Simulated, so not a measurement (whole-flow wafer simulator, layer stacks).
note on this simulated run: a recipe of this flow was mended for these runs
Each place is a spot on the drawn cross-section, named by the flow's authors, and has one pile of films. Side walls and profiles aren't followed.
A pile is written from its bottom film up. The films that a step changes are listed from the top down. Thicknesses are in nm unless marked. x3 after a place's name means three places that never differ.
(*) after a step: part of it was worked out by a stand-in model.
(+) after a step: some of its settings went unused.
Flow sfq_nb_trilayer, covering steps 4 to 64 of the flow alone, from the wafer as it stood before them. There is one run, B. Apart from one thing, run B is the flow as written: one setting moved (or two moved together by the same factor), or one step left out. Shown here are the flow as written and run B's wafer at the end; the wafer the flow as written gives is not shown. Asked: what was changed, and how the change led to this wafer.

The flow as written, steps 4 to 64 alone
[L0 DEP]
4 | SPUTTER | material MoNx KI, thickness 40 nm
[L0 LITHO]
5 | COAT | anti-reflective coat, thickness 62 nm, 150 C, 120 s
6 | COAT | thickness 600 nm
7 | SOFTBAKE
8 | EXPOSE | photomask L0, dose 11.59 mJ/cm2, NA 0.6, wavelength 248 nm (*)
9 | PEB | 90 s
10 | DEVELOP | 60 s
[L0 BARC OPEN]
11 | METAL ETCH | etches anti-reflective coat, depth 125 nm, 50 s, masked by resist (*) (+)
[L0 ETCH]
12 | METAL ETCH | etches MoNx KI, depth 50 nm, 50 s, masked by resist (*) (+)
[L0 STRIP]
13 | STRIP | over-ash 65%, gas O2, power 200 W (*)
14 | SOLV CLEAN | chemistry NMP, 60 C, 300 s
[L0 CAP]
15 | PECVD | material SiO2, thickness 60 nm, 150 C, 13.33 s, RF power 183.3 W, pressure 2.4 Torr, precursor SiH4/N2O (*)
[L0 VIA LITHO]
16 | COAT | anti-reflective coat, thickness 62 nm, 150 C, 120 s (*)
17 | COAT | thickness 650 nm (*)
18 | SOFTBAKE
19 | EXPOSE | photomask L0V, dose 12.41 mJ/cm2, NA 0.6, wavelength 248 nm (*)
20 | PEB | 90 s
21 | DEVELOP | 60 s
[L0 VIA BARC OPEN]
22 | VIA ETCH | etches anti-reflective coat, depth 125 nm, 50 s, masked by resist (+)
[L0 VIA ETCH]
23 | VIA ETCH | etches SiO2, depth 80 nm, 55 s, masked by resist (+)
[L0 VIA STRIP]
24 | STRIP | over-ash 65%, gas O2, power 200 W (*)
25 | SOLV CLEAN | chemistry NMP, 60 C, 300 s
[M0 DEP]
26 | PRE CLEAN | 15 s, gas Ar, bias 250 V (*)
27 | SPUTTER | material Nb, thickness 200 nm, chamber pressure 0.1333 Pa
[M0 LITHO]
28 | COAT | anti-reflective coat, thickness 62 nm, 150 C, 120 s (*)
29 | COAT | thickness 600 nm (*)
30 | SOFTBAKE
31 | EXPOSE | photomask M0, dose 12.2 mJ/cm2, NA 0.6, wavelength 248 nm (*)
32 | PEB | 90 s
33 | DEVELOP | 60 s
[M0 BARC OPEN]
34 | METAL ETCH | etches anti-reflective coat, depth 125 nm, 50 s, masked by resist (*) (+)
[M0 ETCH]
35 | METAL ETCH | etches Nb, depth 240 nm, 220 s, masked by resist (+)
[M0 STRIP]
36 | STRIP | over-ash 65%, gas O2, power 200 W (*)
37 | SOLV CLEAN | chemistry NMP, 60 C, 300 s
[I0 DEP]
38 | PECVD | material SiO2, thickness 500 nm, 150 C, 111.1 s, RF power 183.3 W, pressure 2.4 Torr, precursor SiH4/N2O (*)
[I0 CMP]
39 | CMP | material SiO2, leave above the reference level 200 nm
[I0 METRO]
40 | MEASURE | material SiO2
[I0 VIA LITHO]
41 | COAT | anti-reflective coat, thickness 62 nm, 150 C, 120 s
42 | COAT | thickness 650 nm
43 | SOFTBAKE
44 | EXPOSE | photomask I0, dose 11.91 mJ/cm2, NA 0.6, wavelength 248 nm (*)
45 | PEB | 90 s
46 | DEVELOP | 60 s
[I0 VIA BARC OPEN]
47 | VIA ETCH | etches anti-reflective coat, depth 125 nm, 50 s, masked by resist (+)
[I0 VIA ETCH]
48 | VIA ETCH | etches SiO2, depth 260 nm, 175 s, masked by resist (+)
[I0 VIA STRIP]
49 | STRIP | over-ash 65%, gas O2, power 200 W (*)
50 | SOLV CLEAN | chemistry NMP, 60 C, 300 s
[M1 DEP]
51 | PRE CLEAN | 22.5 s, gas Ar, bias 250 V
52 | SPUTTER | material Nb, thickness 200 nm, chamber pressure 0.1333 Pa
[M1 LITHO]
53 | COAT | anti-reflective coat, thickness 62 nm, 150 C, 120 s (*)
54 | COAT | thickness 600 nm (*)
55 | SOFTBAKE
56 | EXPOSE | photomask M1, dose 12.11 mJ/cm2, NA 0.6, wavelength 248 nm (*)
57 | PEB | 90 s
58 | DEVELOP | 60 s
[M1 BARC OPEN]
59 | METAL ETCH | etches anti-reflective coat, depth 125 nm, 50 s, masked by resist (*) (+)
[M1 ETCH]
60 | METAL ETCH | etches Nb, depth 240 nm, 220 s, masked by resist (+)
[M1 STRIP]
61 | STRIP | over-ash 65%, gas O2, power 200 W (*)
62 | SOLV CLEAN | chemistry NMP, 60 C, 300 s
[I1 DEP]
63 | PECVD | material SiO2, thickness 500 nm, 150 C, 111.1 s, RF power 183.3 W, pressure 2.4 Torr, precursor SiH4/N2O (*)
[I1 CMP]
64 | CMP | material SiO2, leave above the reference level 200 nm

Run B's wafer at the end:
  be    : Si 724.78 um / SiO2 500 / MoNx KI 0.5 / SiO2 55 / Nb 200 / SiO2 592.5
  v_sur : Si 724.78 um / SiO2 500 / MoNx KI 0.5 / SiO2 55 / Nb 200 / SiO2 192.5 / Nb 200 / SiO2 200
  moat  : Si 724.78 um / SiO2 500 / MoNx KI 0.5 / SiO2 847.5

What caused this: step 4, SPUTTER: thickness 50.5 nm was run, whereas the flow has thickness 40 nm.

The path from the change to this, step by step:
  4 | SPUTTER | material MoNx KI, thickness 40 nm
      field_l, v_sur, via_wl and 103 more: +50.5 MoNx KI (new film) (in the flow as written it would be: +40 MoNx KI (new film))
  12 | METAL ETCH | etches MoNx KI, depth 50 nm, 50 s, masked by resist (*) (+)
      v_sur, via_wl, via_w and 97 more: -50 MoNx KI (in the flow as written it would be: -40 MoNx KI (all of it), -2 SiO2)
  15 | PECVD | material SiO2, thickness 60 nm, 150 C, 13.33 s, RF power 183.3 W, pressure 2.4 Torr, precursor SiH4/N2O (*)
      v_sur, via_wl, via_w and 97 more: +60 SiO2 (new film) (in the flow as written it would be: +60 SiO2)
  16 | COAT | anti-reflective coat, thickness 62 nm, 150 C, 120 s (*)
      field_l: +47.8 anti-reflective coat (new film) (in the flow as written it would be: +50 anti-reflective coat (new film))
      v_sur: +81.2 anti-reflective coat (new film) (in the flow as written it would be: +78.1 anti-reflective coat (new film))
      (as well as at 4 more places)
  24 | STRIP | over-ash 65%, gas O2, power 200 W (*)
      field_l: -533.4 KrF-resist-other-grade (all of it), -47.8 anti-reflective coat (all of it) (in the flow as written it would be: -534.7 KrF-resist-other-grade (all of it), -50 anti-reflective coat (all of it))
      v_sur: -545.1 KrF-resist-other-grade (all of it), -81.2 anti-reflective coat (all of it) (in the flow as written it would be: -544.6 KrF-resist-other-grade (all of it), -78.1 anti-reflective coat (all of it))
      (as well as at 4 more places)
  28 | COAT | anti-reflective coat, thickness 62 nm, 150 C, 120 s (*)
      field_l: +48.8 anti-reflective coat (new film) (in the flow as written it would be: +50.5 anti-reflective coat (new film))
      v_sur: +81.3 anti-reflective coat (new film) (in the flow as written it would be: +78.2 anti-reflective coat (new film))
      (as well as at 4 more places)
  36 | STRIP | over-ash 65%, gas O2, power 200 W (*)
      field_l: -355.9 KrF-resist-other-grade (all of it), -48.8 anti-reflective coat (all of it) (in the flow as written it would be: -357.4 KrF-resist-other-grade (all of it), -50.5 anti-reflective coat (all of it))
      v_sur: -368.1 KrF-resist-other-grade (all of it), -81.3 anti-reflective coat (all of it) (in the flow as written it would be: -367.4 KrF-resist-other-grade (all of it), -78.2 anti-reflective coat (all of it))
      (as well as at 4 more places)
  39 | CMP | material SiO2, leave above the reference level 200 nm
      field_l, l0_sur, l0r_line_l, l0r_line_c, l0r_line_r: -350 SiO2 (in the flow as written it would be: -342 SiO2)
      l0v: -285.4 SiO2 (in the flow as written it would be: -277.4 SiO2)
Taking metal films that touch as one body, be has 2 bodies (between them, from the top down: SiO2 55); the flow as written gives 1 body.
Taking metal films that touch as one body, v_sur has 3 bodies (between them, from the top down: SiO2 192.5; SiO2 55); the flow as written gives 2 bodies (between them, from the top down: SiO2 192.5).
Taking metal films that touch as one body, moat has 1 body; the flow as written gives 0 bodies.
